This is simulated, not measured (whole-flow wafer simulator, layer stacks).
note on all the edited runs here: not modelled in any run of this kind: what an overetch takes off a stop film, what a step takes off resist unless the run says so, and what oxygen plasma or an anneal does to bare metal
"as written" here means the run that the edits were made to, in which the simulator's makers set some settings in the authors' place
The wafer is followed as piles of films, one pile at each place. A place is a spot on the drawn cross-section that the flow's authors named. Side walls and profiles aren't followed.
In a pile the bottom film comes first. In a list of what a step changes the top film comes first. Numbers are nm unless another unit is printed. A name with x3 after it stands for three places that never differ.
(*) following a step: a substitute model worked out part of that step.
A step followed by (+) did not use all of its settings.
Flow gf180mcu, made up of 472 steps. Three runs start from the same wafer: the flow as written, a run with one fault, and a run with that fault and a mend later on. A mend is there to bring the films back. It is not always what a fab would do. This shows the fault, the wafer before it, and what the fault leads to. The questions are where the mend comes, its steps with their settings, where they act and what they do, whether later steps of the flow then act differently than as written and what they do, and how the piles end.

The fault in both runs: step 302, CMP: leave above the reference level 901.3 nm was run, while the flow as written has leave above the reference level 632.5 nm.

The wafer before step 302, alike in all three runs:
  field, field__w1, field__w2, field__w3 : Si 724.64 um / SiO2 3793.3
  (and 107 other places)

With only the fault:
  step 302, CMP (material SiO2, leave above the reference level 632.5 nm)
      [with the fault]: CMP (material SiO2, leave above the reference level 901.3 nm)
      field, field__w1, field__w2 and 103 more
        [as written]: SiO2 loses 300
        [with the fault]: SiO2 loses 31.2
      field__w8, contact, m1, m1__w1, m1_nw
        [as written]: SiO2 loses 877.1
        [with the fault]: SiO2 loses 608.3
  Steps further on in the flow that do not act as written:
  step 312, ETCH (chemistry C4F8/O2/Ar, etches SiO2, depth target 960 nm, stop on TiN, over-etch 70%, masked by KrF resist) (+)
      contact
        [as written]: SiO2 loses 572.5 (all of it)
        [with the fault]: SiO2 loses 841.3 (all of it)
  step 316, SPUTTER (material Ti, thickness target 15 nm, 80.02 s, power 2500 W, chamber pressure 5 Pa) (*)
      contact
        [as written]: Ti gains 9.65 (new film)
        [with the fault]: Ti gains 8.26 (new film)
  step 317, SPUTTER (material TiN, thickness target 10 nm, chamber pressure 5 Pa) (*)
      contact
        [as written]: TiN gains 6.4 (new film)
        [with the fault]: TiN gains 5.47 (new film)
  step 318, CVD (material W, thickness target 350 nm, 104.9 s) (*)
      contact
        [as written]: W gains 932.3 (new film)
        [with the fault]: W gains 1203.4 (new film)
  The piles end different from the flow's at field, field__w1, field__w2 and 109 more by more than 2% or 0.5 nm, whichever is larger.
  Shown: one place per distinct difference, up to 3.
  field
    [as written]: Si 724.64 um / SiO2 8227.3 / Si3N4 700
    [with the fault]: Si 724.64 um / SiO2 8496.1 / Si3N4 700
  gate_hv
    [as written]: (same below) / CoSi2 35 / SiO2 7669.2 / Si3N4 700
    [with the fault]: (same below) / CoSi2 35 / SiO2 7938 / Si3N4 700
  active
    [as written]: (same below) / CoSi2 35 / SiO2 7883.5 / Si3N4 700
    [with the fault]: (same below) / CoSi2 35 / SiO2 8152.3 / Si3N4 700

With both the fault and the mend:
  After step 302 comes the mend.
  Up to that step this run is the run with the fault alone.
  step 302a, CMP (material SiO2, leave above the reference level 632.5 nm) (the flow's step 302, run once more)
      field, field__w1, field__w2 and 108 more
        SiO2 loses 268.8
  None of the later steps of the flow acts differently than as written at any place that is followed.
  The piles end the same as the flow's at every place that both follow.
